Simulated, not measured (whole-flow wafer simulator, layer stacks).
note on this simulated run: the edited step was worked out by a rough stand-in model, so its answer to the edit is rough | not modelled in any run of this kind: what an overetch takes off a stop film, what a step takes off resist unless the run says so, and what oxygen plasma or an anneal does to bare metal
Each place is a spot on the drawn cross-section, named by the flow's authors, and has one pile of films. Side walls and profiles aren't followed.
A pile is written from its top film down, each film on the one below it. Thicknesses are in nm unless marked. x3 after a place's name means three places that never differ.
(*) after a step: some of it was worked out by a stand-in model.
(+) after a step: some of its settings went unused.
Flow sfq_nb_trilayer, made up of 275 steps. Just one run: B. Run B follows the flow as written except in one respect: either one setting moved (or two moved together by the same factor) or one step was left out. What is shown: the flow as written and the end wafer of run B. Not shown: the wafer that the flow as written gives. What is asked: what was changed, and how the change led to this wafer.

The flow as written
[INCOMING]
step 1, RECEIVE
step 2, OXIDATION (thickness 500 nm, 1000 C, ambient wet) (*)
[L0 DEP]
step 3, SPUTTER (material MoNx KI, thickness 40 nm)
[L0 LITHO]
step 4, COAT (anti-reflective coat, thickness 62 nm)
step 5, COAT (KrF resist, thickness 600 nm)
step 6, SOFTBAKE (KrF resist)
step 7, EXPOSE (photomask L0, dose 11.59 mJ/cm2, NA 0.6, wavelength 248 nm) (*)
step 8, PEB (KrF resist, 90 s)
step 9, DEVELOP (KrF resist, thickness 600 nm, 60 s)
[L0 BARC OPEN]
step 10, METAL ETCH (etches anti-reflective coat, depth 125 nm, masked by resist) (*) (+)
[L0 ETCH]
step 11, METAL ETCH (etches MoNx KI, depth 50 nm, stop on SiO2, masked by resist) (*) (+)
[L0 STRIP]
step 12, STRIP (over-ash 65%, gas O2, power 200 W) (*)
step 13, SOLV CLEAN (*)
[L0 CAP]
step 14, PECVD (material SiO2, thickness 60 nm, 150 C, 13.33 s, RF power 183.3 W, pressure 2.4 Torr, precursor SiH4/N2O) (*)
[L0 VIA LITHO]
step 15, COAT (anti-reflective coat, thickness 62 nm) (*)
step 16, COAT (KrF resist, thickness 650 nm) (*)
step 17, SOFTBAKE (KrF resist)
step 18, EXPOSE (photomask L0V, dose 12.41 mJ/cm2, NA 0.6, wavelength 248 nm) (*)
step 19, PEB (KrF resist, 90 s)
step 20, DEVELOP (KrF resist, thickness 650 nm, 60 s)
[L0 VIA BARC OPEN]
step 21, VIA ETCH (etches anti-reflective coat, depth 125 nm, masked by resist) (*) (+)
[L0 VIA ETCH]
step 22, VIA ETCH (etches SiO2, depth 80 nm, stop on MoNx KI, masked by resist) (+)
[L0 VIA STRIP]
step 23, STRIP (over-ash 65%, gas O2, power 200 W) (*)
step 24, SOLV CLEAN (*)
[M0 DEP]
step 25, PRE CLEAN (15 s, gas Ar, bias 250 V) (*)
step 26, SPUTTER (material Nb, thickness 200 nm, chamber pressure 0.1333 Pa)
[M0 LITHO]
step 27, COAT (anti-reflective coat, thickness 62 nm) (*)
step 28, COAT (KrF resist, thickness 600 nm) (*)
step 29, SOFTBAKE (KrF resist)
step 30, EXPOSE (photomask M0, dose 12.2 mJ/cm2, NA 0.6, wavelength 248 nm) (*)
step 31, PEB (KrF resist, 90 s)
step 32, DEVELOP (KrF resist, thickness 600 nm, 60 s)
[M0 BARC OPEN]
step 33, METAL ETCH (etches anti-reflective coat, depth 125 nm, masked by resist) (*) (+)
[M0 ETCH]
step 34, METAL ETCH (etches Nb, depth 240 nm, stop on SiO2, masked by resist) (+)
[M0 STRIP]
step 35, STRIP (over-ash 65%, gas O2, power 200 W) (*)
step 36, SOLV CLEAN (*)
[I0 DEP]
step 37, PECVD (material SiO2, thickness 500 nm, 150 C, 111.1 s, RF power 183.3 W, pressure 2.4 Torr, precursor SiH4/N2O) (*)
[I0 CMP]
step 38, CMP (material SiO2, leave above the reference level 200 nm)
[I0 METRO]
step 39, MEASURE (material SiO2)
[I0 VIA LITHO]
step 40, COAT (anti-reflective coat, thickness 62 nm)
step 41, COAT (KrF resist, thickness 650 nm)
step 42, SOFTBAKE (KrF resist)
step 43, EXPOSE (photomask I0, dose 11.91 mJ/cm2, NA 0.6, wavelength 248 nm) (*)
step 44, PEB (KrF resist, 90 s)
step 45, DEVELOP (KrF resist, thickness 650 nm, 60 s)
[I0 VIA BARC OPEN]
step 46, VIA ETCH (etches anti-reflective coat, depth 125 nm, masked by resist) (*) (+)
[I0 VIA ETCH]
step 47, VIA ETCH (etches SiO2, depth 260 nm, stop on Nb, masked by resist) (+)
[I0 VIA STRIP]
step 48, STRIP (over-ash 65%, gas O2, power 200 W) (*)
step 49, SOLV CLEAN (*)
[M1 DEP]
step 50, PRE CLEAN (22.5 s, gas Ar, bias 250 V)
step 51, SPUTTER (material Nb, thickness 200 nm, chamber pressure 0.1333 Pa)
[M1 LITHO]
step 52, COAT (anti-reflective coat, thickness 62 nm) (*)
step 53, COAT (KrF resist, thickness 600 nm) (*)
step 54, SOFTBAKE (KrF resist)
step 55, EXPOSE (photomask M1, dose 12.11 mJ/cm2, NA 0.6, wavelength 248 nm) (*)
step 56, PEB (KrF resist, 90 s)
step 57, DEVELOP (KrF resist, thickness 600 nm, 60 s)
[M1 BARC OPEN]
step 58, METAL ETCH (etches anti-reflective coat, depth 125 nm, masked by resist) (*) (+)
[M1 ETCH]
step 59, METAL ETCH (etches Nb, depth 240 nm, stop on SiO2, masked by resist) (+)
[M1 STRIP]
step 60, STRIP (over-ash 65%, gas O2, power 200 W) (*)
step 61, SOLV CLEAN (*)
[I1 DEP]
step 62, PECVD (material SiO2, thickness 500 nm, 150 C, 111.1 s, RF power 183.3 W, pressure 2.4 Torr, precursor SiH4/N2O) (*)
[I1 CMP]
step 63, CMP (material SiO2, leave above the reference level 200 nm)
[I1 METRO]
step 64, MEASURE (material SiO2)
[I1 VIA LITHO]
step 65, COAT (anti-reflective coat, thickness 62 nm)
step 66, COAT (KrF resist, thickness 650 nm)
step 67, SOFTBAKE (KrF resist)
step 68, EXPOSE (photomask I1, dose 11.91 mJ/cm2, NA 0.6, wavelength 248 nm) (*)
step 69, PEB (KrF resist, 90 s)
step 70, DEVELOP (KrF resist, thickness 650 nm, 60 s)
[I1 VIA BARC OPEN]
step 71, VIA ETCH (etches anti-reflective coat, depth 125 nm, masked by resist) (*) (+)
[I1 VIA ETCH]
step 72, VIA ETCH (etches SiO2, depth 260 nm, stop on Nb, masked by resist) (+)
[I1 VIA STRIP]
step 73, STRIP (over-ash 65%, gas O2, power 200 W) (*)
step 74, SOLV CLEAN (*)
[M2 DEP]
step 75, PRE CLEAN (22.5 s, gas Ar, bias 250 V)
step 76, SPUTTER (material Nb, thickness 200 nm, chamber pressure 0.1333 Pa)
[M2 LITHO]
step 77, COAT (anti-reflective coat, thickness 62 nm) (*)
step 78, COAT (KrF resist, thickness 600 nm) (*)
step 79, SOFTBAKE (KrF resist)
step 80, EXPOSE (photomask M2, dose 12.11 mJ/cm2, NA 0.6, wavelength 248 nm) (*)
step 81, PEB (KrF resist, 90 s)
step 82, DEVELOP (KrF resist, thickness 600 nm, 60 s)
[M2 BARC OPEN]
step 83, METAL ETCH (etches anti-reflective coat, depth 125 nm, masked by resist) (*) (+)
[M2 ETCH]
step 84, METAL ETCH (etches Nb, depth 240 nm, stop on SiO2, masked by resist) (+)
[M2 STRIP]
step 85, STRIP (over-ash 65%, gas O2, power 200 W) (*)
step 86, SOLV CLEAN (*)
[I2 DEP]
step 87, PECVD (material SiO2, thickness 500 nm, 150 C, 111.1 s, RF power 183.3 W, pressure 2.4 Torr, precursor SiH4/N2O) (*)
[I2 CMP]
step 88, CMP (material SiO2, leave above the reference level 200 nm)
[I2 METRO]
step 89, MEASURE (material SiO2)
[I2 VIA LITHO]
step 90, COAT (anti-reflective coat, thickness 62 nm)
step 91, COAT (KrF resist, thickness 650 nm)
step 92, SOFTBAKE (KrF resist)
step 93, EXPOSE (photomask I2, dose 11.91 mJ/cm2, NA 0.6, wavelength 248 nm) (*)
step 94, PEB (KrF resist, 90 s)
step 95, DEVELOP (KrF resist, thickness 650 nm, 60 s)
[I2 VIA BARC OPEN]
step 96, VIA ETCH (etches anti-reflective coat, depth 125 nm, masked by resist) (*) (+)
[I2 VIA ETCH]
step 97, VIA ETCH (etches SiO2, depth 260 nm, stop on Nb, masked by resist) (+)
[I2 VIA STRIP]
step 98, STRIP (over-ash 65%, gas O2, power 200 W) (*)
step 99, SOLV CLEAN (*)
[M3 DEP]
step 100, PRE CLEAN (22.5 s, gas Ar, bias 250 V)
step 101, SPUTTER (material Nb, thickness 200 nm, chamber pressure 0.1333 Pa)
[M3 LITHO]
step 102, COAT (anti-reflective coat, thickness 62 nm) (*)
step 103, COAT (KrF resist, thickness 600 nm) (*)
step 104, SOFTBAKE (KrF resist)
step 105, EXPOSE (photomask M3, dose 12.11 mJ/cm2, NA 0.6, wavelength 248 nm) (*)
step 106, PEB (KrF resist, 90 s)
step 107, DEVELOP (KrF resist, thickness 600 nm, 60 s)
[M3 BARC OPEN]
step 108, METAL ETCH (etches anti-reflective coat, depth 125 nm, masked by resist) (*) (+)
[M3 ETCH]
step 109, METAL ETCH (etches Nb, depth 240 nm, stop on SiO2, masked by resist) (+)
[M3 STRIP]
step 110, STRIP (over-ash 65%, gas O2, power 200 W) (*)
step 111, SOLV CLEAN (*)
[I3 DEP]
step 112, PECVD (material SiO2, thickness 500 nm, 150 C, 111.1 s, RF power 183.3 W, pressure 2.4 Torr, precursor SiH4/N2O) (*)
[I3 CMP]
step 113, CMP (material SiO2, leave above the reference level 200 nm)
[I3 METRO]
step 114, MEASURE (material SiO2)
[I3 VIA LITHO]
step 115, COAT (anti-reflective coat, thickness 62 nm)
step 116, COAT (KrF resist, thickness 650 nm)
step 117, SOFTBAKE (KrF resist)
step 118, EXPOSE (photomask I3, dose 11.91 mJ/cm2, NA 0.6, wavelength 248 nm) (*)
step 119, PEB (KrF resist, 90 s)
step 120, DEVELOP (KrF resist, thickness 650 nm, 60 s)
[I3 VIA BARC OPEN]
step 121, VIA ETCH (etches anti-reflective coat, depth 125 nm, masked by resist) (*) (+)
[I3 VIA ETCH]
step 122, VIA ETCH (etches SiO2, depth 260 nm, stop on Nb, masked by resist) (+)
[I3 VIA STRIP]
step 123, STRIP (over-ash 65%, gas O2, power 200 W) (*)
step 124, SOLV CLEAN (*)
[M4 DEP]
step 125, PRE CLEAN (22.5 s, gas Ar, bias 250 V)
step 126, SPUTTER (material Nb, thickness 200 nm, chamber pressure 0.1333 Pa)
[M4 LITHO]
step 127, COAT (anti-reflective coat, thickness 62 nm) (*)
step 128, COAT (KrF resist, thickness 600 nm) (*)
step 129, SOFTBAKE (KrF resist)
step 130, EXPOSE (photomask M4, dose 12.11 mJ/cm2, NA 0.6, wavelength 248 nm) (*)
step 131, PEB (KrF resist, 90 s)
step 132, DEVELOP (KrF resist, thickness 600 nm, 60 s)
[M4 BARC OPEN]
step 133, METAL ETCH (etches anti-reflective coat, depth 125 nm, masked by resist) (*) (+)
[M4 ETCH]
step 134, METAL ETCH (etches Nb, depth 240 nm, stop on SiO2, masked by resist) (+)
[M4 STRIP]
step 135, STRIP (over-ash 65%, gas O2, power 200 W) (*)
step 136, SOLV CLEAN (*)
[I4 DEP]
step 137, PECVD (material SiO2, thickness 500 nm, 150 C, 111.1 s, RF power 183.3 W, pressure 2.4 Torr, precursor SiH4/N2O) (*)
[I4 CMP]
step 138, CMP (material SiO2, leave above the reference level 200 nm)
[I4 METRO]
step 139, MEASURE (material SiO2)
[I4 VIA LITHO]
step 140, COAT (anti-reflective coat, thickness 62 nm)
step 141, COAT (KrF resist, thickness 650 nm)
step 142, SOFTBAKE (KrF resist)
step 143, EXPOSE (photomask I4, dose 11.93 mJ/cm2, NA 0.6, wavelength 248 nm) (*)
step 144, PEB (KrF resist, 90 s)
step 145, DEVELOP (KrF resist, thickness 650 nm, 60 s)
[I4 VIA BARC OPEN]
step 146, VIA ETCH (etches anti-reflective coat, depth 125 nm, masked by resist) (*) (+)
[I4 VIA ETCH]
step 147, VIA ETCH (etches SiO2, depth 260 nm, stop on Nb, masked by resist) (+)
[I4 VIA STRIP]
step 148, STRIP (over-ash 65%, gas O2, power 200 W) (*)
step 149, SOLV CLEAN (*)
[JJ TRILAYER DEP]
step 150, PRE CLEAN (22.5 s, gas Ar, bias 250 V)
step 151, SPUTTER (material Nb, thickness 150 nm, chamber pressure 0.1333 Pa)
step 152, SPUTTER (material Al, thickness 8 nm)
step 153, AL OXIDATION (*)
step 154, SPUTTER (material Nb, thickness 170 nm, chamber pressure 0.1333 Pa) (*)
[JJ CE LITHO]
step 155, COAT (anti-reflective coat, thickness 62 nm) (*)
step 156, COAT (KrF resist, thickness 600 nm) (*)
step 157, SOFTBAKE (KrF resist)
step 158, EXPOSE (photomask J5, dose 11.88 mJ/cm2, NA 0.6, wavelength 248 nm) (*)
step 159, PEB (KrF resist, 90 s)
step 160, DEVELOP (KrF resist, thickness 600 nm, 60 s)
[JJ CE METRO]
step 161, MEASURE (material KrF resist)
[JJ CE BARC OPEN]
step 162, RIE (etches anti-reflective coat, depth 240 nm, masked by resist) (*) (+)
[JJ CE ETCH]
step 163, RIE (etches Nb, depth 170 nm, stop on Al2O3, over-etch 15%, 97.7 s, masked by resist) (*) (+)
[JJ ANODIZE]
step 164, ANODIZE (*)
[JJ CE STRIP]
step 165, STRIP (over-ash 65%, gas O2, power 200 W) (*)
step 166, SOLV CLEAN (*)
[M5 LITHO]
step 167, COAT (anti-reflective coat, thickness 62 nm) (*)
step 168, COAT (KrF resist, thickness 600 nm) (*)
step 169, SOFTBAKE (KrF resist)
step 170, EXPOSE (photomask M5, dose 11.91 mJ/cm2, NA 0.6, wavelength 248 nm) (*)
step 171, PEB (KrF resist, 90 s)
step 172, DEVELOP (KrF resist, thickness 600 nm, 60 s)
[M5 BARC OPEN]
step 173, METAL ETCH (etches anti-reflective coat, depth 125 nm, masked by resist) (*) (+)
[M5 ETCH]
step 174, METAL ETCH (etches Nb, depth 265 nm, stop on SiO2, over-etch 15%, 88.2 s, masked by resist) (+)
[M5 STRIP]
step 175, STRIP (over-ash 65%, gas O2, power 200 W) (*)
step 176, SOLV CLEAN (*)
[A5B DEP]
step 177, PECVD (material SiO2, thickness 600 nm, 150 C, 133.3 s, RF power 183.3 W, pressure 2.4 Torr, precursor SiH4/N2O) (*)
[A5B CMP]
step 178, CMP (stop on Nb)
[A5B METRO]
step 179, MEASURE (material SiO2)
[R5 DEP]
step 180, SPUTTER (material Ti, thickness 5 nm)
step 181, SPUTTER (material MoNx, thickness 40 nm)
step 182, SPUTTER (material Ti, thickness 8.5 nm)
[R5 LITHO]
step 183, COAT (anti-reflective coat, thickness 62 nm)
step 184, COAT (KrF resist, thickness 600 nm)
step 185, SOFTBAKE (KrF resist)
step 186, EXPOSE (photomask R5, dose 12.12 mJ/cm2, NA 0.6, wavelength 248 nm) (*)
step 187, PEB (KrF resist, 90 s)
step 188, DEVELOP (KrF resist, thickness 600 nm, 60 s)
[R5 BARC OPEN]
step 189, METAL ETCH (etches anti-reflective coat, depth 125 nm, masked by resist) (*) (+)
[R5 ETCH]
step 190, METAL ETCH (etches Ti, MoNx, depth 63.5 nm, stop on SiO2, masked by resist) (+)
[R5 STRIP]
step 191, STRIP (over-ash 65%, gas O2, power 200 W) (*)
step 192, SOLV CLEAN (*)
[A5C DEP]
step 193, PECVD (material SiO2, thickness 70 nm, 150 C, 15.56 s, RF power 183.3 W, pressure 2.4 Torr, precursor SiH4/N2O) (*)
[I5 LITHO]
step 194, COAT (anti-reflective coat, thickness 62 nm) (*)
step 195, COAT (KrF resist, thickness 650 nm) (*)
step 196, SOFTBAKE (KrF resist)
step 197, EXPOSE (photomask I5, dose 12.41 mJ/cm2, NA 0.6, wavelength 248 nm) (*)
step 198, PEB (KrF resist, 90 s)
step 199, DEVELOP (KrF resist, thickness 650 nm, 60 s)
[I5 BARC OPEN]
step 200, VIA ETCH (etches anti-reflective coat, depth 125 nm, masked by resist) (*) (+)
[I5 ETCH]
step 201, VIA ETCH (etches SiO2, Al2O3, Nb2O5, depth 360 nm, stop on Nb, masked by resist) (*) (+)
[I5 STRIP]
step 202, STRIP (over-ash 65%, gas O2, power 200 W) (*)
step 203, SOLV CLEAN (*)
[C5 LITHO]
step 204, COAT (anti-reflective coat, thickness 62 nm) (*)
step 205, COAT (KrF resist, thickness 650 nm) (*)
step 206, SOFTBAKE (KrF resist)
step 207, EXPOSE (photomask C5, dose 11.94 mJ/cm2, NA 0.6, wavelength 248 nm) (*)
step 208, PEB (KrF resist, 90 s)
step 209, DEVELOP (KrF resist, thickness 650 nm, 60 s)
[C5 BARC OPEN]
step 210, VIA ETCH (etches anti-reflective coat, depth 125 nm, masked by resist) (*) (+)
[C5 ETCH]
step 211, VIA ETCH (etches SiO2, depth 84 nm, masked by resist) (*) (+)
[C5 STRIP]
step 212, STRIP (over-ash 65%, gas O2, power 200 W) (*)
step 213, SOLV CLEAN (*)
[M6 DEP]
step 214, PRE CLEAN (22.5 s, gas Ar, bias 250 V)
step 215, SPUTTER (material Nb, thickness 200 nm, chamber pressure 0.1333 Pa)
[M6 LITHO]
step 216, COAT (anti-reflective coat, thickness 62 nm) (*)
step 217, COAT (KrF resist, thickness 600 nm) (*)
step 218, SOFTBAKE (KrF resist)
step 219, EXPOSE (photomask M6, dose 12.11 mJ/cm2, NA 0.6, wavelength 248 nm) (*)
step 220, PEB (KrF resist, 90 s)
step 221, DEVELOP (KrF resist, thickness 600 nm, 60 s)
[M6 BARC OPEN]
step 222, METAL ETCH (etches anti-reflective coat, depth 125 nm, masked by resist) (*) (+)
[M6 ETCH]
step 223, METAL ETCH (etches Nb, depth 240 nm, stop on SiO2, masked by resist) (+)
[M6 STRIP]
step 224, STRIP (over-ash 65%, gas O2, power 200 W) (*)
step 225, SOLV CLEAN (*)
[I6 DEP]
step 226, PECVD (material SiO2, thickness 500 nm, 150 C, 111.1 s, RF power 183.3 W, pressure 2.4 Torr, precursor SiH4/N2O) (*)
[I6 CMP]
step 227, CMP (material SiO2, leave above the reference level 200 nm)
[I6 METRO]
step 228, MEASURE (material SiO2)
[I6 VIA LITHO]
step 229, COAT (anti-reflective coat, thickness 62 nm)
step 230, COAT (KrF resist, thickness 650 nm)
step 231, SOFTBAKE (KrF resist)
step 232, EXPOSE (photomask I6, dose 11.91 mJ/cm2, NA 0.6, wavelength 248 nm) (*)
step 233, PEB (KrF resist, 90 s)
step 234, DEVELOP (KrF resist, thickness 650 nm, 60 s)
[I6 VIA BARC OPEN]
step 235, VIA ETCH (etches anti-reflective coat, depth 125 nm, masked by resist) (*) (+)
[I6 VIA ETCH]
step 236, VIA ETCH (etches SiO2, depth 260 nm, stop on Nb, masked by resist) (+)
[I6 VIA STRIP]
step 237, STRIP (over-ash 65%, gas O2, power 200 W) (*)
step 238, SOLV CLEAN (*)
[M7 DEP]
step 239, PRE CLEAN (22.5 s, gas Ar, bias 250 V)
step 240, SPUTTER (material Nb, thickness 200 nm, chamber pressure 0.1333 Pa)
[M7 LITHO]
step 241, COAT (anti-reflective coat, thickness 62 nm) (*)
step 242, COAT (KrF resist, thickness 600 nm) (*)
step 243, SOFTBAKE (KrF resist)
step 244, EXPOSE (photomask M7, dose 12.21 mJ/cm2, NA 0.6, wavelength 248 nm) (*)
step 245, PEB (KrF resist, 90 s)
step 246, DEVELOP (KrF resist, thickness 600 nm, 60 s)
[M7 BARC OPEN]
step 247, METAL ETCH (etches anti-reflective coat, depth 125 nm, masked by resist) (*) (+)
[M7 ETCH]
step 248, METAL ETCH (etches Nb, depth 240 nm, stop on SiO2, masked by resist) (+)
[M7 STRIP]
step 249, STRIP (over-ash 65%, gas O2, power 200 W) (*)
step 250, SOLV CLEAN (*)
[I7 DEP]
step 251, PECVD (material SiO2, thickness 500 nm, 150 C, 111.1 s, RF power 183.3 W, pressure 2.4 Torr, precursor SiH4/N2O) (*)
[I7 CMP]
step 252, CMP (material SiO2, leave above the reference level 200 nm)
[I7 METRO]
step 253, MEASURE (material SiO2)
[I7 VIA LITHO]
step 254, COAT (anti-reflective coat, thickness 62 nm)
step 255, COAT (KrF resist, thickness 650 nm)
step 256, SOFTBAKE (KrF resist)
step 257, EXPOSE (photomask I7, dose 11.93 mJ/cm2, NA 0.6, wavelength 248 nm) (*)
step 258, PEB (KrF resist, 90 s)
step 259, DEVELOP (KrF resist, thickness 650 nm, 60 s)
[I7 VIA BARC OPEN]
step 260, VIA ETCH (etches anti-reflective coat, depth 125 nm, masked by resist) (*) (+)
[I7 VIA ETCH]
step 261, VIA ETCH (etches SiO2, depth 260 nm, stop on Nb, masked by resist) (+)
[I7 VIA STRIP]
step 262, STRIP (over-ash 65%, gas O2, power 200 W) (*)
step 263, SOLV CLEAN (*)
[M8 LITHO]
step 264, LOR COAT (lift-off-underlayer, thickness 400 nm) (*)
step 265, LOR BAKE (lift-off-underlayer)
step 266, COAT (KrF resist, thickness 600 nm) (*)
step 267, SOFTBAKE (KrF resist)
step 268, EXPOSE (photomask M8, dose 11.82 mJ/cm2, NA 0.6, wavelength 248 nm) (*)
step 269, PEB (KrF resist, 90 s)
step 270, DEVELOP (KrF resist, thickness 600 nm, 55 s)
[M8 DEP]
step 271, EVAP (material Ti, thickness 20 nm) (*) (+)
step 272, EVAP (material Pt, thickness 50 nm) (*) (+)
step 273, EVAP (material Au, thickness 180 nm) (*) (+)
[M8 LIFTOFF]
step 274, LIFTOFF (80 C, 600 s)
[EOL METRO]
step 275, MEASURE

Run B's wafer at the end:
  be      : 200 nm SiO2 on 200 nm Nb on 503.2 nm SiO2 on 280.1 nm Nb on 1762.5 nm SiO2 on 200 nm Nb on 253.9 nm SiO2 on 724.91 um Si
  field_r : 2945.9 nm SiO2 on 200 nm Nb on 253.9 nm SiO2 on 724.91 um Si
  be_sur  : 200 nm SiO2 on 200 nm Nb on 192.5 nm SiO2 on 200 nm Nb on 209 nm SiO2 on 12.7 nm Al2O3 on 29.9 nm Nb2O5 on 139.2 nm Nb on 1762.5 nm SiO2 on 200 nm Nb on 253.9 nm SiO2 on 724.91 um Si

What caused this: step 2, OXIDATION: 900 C was run, though the flow has 1000 C.

Step by step, how the change led to this:
  step 2, OXIDATION (thickness 500 nm, 1000 C, ambient wet) (*)
      field_l, v_sur, via_wl and 103 more: +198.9 SiO2 (new film), -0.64 chemical SiO2 (all of it), -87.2 Si (as written it would have been: +500 SiO2 (new film), -0.64 chemical SiO2 (all of it), -219.7 Si)
